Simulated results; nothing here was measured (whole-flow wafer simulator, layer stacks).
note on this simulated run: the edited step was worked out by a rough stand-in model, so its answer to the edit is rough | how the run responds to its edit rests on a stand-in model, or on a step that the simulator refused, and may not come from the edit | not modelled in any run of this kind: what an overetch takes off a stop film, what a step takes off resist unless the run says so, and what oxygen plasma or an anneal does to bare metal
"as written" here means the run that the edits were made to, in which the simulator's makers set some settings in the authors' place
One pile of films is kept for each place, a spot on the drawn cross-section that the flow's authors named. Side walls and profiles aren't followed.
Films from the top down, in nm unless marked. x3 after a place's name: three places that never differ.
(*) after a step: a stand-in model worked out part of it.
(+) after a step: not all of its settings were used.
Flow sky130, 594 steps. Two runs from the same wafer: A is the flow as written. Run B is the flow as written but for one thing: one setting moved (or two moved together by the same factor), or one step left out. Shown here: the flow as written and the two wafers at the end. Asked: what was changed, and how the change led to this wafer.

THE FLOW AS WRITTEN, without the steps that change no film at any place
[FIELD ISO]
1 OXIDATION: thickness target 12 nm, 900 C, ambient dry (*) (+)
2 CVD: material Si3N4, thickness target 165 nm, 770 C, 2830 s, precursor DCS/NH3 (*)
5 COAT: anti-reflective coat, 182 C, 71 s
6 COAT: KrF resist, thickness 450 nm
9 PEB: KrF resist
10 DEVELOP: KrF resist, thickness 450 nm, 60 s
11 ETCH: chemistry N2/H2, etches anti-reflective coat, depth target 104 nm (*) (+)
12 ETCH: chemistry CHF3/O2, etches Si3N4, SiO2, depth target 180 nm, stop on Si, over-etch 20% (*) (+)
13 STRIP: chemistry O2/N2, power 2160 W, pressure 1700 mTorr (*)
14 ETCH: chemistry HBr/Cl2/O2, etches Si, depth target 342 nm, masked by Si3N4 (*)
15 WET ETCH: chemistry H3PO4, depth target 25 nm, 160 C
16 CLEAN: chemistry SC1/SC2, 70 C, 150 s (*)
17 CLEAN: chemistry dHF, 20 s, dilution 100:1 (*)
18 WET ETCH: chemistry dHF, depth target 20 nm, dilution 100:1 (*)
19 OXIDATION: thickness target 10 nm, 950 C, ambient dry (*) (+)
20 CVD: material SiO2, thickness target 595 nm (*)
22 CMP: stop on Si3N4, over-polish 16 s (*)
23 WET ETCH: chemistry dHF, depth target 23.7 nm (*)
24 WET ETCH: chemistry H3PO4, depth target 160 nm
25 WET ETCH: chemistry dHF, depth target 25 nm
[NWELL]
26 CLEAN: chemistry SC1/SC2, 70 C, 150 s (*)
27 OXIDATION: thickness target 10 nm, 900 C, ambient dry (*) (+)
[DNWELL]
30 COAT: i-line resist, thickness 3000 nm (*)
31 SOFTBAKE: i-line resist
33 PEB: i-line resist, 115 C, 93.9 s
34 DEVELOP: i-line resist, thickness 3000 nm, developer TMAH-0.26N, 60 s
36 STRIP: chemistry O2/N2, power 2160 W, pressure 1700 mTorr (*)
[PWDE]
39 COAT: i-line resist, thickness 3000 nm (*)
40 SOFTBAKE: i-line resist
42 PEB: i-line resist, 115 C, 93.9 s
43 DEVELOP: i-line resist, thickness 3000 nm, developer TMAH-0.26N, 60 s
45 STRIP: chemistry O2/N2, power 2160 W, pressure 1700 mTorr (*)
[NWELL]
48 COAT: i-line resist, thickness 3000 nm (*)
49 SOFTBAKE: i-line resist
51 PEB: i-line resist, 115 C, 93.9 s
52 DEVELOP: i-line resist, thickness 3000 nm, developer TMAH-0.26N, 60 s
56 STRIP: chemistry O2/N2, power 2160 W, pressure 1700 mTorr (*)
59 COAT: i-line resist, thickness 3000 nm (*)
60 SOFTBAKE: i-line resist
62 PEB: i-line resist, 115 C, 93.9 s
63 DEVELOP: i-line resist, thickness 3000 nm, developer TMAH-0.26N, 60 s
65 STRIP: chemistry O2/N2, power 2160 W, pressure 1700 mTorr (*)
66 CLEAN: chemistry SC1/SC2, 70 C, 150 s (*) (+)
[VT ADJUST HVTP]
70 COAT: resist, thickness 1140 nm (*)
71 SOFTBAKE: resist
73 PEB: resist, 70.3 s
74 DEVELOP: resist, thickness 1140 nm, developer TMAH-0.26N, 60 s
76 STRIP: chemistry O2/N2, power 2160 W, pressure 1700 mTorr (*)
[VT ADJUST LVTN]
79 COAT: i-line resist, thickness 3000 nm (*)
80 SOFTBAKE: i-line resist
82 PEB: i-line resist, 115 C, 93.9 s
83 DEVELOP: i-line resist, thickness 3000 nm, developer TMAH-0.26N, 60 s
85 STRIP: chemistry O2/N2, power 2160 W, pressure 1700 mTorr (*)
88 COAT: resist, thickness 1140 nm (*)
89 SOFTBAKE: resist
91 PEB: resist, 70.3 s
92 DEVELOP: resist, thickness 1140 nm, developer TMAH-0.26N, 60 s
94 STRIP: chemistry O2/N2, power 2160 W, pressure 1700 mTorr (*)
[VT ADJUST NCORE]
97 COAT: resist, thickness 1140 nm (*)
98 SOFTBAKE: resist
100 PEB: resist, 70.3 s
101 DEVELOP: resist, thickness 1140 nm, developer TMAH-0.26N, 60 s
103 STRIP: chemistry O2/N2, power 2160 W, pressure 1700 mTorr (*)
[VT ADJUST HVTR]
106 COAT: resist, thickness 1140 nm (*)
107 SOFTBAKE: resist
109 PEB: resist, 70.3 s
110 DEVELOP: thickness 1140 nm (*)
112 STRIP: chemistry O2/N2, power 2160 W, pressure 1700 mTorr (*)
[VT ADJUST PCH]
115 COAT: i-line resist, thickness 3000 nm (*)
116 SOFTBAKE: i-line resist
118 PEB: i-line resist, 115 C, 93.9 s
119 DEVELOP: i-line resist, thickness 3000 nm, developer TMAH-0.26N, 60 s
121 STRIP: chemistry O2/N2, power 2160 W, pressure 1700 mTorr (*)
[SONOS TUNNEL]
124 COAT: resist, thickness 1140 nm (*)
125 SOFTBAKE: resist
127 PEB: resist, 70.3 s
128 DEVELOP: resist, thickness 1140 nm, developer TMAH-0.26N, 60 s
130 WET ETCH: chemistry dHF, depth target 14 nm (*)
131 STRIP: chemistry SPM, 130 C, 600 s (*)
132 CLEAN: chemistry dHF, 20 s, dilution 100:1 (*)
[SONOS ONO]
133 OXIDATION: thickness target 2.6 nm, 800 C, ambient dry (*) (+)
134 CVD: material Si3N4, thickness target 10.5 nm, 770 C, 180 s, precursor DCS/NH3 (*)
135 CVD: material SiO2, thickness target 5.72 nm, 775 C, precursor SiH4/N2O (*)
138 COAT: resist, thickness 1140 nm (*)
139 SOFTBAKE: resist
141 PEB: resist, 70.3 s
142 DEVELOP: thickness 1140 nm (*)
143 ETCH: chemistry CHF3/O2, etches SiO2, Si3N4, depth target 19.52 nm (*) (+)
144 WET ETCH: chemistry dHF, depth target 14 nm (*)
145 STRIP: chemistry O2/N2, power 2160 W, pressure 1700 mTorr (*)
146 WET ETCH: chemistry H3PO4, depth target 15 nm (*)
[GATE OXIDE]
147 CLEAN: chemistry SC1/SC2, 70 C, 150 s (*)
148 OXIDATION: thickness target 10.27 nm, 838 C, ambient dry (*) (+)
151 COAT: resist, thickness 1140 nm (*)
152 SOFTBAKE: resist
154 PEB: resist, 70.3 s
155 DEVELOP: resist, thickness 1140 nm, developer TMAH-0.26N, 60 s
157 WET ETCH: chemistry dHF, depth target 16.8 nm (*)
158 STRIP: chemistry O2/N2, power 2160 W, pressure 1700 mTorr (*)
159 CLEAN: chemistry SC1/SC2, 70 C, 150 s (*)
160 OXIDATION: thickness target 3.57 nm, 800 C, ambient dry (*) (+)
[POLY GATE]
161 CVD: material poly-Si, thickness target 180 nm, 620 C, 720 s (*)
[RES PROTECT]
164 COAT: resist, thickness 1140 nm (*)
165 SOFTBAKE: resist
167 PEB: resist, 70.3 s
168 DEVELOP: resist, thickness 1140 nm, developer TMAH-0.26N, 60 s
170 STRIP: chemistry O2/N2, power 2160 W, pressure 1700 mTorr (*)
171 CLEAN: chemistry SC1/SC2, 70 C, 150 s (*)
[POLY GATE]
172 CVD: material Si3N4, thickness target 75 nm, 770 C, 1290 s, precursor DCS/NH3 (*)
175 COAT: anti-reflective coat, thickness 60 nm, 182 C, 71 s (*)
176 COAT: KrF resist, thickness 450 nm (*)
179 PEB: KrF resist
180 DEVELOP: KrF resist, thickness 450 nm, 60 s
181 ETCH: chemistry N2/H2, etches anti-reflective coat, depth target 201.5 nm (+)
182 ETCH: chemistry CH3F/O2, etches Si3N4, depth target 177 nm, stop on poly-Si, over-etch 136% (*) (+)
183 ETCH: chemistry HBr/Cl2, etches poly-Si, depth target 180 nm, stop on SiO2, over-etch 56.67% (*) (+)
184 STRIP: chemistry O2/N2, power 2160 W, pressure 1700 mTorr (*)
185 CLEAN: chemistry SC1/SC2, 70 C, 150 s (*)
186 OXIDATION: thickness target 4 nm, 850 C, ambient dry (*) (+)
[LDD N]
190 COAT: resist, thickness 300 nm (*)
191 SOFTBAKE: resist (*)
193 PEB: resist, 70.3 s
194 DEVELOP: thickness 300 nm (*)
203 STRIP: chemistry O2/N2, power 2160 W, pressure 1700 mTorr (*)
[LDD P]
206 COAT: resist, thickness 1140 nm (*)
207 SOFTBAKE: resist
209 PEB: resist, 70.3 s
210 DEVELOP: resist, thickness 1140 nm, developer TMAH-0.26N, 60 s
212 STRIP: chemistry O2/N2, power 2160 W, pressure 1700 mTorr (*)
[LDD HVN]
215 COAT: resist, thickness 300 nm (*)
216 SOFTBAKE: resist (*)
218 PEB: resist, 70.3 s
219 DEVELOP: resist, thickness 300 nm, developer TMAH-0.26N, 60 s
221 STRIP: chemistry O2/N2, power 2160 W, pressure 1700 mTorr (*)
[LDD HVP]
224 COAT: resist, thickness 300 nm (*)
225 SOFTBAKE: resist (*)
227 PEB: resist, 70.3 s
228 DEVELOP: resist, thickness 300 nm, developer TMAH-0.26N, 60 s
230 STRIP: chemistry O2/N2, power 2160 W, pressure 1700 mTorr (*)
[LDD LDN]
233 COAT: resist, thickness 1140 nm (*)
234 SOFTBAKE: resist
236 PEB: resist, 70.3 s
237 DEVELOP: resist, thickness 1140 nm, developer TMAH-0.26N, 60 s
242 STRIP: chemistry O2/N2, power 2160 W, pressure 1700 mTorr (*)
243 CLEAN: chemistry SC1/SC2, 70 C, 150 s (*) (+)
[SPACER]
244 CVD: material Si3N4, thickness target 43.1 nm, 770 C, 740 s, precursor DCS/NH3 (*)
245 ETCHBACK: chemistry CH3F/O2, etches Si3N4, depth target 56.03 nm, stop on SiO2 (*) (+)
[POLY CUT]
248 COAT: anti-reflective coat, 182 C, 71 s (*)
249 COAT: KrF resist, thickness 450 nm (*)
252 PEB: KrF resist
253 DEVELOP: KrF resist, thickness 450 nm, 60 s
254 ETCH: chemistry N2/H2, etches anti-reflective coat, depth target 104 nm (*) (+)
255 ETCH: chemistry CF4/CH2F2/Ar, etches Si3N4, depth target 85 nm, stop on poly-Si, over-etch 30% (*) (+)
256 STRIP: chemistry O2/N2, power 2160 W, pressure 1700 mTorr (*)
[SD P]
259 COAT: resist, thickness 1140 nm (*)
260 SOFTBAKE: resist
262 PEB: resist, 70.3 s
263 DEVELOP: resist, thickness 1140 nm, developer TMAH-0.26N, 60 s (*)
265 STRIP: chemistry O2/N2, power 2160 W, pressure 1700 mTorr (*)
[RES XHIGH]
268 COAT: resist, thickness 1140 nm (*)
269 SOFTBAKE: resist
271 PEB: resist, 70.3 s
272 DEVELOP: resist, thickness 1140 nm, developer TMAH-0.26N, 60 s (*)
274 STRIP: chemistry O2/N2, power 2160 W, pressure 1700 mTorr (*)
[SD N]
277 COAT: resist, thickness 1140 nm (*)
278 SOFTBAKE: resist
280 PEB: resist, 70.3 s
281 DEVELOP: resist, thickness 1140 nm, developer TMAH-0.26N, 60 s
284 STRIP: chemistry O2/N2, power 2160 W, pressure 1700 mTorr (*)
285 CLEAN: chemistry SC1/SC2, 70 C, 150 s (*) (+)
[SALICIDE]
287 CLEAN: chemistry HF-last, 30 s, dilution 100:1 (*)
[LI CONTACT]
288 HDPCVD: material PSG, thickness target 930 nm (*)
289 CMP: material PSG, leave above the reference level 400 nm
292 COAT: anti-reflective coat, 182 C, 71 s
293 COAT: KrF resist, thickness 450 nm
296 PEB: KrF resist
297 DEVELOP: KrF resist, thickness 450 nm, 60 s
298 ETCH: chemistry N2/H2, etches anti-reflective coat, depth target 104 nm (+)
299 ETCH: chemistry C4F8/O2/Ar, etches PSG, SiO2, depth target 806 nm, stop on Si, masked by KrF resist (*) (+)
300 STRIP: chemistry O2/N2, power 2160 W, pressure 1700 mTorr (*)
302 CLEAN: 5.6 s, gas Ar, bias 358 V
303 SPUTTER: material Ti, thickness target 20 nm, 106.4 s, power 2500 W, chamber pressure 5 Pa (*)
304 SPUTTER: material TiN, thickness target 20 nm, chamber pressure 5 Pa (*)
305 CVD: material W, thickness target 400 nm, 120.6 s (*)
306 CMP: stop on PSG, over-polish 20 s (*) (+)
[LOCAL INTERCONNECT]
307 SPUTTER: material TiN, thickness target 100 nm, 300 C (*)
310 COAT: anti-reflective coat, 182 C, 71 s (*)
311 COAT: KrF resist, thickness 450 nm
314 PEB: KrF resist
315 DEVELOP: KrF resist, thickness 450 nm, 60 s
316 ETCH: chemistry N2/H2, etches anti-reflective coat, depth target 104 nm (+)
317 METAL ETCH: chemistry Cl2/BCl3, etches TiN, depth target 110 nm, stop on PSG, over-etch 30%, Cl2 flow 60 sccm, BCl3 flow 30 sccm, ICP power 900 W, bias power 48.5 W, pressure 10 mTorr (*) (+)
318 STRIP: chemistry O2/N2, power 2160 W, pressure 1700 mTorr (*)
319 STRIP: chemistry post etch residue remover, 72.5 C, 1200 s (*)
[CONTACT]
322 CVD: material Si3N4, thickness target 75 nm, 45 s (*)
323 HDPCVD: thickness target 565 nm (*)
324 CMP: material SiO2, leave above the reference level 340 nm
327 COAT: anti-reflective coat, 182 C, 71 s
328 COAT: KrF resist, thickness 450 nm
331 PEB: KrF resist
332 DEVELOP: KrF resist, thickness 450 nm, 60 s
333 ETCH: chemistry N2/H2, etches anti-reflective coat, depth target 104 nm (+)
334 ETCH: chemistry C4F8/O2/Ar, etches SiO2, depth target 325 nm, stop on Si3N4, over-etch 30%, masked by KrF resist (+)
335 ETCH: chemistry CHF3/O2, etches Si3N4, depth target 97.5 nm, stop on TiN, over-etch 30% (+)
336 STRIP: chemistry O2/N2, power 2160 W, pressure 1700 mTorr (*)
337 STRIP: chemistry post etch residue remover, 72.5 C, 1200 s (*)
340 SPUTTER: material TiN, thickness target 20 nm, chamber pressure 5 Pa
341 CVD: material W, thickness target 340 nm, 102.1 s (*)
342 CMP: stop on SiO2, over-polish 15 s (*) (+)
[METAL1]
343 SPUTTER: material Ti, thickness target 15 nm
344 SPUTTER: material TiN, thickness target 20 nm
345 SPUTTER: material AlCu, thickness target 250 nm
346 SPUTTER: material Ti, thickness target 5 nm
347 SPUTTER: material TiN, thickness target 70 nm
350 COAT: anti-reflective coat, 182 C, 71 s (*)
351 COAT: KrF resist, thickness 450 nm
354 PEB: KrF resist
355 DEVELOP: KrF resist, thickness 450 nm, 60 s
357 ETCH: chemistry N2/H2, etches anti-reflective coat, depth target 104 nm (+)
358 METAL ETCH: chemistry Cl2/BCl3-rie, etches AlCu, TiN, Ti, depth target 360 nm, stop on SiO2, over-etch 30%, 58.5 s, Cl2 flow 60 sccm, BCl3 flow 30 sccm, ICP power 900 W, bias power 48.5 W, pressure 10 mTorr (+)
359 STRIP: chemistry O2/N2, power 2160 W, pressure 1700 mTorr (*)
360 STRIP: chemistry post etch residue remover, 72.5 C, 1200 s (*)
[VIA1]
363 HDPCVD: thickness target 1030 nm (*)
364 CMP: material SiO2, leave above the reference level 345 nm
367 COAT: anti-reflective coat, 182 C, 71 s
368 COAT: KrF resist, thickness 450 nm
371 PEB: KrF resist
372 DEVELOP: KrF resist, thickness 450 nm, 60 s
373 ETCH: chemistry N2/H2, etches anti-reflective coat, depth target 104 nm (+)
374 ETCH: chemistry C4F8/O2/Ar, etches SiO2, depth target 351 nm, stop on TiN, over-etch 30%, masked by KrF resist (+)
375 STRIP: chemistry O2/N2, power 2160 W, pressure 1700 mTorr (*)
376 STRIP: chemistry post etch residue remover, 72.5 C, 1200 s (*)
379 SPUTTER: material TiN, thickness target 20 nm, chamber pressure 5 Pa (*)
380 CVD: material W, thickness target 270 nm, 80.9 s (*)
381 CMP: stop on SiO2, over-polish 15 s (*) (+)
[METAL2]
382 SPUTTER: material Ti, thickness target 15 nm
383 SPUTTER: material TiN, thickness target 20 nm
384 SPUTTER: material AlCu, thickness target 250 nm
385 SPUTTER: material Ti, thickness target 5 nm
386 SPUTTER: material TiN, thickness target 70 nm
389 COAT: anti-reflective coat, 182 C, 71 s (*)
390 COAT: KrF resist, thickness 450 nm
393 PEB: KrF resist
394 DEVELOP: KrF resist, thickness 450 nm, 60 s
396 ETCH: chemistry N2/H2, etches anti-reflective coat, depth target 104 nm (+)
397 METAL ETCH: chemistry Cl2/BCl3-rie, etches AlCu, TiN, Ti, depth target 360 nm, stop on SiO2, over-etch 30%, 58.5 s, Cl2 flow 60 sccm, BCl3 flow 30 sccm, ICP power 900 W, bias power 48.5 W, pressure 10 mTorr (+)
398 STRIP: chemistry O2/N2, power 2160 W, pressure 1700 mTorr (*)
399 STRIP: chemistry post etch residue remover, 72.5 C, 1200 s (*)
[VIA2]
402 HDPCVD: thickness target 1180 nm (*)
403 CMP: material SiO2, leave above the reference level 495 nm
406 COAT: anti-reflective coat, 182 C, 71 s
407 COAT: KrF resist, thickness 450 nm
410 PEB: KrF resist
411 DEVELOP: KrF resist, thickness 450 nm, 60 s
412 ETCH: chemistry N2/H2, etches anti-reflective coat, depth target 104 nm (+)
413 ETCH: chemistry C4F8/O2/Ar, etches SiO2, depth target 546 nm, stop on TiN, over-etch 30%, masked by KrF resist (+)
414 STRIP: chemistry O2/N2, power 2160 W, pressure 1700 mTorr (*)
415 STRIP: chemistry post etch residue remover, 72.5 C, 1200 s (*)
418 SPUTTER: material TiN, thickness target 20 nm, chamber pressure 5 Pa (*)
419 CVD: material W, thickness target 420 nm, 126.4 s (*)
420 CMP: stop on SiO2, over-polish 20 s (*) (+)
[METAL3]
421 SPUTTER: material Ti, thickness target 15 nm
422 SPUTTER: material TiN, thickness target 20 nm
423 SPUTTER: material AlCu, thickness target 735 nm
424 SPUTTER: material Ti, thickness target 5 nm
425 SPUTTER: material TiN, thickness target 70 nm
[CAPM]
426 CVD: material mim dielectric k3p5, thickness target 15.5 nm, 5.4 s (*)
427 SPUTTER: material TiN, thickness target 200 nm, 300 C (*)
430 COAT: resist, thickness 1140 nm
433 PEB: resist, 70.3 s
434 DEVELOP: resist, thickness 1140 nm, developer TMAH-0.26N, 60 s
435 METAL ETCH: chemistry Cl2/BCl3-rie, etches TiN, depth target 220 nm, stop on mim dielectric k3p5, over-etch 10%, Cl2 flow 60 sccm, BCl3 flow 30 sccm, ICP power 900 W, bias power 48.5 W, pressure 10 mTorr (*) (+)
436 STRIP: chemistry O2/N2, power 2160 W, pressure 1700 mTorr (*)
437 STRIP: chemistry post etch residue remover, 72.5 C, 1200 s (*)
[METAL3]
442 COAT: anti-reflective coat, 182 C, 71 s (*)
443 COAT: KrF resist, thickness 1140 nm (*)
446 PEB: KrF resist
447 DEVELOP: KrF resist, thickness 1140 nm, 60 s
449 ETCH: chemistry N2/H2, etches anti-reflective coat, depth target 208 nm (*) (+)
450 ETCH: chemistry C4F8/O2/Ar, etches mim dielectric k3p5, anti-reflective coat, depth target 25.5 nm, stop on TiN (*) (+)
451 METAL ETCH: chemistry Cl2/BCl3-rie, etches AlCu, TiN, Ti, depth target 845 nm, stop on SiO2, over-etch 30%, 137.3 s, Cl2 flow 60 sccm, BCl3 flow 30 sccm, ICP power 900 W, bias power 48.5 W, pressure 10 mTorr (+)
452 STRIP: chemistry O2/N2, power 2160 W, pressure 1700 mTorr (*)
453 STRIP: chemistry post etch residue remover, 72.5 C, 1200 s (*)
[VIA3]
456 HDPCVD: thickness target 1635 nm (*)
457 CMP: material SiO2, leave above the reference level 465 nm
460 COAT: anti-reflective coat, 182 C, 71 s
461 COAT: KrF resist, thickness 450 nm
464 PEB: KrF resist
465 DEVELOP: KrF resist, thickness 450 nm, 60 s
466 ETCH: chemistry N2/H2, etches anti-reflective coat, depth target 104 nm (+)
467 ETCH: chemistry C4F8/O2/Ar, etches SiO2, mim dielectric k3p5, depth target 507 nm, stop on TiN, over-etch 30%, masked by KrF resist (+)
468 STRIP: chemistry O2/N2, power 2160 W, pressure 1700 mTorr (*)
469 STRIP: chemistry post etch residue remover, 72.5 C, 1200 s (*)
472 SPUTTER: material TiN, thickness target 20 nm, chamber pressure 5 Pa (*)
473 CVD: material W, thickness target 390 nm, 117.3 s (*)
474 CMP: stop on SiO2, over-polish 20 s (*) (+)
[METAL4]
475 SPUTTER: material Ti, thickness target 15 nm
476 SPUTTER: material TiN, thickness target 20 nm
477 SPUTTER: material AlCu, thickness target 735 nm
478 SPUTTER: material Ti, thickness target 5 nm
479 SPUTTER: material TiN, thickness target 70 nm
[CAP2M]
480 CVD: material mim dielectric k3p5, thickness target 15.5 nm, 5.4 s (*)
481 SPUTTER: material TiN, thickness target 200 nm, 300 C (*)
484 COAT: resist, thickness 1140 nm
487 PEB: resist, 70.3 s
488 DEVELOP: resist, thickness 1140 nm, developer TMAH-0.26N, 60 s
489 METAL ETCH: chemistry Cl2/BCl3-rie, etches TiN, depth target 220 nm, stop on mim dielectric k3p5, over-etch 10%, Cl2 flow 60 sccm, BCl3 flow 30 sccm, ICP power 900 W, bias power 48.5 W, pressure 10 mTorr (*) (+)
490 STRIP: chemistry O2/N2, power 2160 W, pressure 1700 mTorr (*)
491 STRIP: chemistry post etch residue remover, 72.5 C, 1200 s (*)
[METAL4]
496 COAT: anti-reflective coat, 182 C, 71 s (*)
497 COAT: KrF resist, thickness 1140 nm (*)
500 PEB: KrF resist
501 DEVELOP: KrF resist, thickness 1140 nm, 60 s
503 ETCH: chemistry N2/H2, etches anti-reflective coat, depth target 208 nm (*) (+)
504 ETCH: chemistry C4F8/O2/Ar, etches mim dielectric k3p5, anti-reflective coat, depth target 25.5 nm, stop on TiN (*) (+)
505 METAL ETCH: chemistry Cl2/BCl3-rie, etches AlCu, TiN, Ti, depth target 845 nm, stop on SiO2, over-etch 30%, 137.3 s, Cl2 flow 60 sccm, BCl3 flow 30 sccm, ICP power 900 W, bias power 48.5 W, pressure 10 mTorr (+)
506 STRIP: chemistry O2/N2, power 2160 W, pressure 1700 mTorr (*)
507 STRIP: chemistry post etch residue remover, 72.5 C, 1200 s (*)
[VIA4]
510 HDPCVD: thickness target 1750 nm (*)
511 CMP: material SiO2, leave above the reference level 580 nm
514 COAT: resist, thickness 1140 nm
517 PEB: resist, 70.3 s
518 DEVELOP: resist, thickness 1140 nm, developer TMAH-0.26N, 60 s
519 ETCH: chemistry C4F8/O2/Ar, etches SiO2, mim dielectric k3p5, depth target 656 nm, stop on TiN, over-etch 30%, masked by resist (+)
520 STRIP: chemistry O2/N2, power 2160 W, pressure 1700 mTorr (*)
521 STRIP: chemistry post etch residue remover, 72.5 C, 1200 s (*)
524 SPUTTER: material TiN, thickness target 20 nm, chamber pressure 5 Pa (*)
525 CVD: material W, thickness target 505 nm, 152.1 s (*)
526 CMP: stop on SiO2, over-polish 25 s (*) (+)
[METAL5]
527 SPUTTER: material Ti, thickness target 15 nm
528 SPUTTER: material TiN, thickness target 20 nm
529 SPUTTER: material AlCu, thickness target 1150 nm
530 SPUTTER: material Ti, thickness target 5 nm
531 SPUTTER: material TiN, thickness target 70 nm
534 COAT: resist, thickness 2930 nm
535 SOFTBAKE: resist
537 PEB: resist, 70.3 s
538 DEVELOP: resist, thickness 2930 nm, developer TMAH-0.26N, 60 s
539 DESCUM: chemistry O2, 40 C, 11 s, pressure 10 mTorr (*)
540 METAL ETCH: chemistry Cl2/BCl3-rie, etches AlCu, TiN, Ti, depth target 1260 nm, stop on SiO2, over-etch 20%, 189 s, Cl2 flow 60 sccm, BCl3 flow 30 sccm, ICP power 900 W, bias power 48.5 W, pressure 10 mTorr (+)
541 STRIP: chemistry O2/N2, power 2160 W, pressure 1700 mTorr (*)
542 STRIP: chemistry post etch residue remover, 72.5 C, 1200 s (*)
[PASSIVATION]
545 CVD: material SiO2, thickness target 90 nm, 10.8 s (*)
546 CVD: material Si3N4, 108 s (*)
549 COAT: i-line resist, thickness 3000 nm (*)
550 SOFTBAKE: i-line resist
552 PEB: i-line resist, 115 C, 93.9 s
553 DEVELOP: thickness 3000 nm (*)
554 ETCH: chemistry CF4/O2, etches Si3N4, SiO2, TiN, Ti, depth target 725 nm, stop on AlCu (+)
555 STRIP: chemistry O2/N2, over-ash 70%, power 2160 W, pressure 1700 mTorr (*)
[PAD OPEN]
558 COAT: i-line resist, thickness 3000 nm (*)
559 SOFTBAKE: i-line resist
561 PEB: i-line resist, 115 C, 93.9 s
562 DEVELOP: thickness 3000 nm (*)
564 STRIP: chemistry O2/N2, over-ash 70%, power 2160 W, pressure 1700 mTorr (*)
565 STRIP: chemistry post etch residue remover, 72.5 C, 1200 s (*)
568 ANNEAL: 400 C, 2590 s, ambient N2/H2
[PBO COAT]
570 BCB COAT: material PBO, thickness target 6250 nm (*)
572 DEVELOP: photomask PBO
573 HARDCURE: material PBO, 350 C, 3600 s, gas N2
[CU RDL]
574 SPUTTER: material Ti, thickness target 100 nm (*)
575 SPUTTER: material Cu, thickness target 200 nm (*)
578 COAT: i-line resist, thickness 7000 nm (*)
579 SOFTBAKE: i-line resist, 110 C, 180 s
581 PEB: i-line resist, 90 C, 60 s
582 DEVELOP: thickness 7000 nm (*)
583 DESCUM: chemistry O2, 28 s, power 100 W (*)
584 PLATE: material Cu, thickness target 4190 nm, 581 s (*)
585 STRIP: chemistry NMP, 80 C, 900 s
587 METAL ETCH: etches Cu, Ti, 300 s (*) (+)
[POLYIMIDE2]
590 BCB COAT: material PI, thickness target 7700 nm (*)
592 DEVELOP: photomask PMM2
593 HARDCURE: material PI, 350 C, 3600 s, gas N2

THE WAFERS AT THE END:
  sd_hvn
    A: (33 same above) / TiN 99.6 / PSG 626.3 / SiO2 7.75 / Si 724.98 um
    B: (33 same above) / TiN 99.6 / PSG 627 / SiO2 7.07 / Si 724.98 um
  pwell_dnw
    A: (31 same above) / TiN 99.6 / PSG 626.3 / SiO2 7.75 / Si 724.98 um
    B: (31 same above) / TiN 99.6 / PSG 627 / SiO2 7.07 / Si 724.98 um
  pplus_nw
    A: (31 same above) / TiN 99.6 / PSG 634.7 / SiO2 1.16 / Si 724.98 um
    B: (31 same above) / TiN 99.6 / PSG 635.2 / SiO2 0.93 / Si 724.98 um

The cause: step 183, ETCH: depth target 189 nm was run, where the flow has depth target 180 nm.

How the change led to this, step by step:
  183 ETCH: chemistry HBr/Cl2, etches poly-Si, depth target 180 nm, stop on SiO2, over-etch 56.67% (*) (+)
      field, active, p_well and 109 more: A poly-Si -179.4 (all of it), SiO2 -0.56 | B poly-Si -179.4 (all of it), SiO2 -1.28
      n_well, gate, gate_hv and 74 more: A KrF resist -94 | B KrF resist -98.7
  184 STRIP: chemistry O2/N2, power 2160 W, pressure 1700 mTorr (*)
      dice_street, grade_field_poly: A KrF resist -169 (all of it), anti-reflective coat -60 (all of it) | B KrF resist -164.3 (all of it), anti-reflective coat -60 (all of it)
      poly_licon, rpo_hd_licon: A KrF resist -163.3 (all of it), anti-reflective coat -59.7 (all of it) | B KrF resist -158.6 (all of it), anti-reflective coat -59.7 (all of it)
      (and at 73 more places)
  248 COAT: anti-reflective coat, 182 C, 71 s (*)
      gate_lg05: A anti-reflective coat +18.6 (new film) | B anti-reflective coat +18 (new film)
      gate_p_g5v0_sd: A anti-reflective coat +14 (new film) | B anti-reflective coat +13.4 (new film)
  256 STRIP: chemistry O2/N2, power 2160 W, pressure 1700 mTorr (*)
      gate_lg05: A KrF resist -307 (all of it), anti-reflective coat -18.6 (all of it) | B KrF resist -307.4 (all of it), anti-reflective coat -18 (all of it)
      gate_p_g5v0_sd: A KrF resist -292.5 (all of it), anti-reflective coat -14 (all of it) | B KrF resist -292.8 (all of it), anti-reflective coat -13.4 (all of it)
